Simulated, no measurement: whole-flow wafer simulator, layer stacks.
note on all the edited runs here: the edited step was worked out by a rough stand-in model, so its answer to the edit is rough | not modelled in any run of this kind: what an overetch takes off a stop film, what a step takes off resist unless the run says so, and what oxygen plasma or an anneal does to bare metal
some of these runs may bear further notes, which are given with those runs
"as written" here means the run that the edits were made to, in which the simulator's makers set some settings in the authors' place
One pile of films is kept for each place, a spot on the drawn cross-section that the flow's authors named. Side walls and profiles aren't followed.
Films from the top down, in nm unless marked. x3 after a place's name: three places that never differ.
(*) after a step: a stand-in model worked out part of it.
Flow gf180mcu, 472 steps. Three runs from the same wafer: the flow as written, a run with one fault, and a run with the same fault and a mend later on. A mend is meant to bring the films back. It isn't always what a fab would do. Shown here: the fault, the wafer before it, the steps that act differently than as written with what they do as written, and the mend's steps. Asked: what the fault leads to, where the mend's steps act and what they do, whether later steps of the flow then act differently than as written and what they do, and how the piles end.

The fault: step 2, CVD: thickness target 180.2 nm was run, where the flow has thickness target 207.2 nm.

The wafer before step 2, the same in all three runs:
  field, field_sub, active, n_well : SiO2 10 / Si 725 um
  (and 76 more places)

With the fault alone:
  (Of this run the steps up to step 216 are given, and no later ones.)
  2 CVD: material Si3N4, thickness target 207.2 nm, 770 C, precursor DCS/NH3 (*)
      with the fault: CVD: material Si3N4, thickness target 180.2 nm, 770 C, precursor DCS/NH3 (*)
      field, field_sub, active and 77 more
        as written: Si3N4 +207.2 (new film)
        with the fault: Si3N4 +180.2 (new film)
  Later steps of the flow that act differently than as written (40 more steps differ only slightly, by at most 2% or 0.5 nm, whichever is larger, and aren't shown):
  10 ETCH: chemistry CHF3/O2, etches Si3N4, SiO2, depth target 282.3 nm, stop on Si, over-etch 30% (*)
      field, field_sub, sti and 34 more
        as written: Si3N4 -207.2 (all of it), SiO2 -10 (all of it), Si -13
        with the fault: Si3N4 -180.2 (all of it), SiO2 -10 (all of it), Si -18.4
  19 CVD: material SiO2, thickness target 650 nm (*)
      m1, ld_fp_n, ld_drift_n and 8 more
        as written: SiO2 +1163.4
        with the fault: SiO2 +1136.5
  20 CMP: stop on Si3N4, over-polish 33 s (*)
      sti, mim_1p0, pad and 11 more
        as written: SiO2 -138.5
        with the fault: SiO2 -165.4
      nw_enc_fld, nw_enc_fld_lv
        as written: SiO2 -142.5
        with the fault: SiO2 -169.4
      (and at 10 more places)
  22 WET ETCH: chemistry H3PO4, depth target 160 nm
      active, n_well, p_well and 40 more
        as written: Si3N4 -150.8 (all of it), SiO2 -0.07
        with the fault: Si3N4 -123.8 (all of it), SiO2 -0.28
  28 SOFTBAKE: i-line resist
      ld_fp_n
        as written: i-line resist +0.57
        with the fault: nothing
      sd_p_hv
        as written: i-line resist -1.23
        with the fault: i-line resist +0.66
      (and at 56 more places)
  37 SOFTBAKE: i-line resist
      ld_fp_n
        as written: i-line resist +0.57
        with the fault: nothing
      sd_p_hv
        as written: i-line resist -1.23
        with the fault: i-line resist +0.66
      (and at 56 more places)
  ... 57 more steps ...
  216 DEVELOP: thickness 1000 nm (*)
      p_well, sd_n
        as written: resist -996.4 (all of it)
        with the fault: resist -969.4 (all of it)
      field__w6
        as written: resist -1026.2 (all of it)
        with the fault: resist -1067.9 (all of it)
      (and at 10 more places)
  After step 216 the piles differ from the flow's by more than 2% or 0.5 nm, whichever is larger, at field, field__w1, field__w2 and 65 more.
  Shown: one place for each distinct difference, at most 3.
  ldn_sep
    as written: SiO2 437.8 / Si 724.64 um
    with the fault: SiO2 411.1 / Si 724.64 um
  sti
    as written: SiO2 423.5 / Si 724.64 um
    with the fault: SiO2 396.8 / Si 724.64 um
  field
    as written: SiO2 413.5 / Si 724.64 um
    with the fault: SiO2 386.8 / Si 724.64 um

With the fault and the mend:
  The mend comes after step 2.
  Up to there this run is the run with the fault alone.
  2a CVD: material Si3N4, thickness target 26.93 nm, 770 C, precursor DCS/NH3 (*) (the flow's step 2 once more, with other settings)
      field, field_sub, active and 77 more
        Si3N4 +26.9
  No later step of the flow acts differently than as written at any place that is followed.
  At the end the piles are the same as the flow's at every place that both follow.
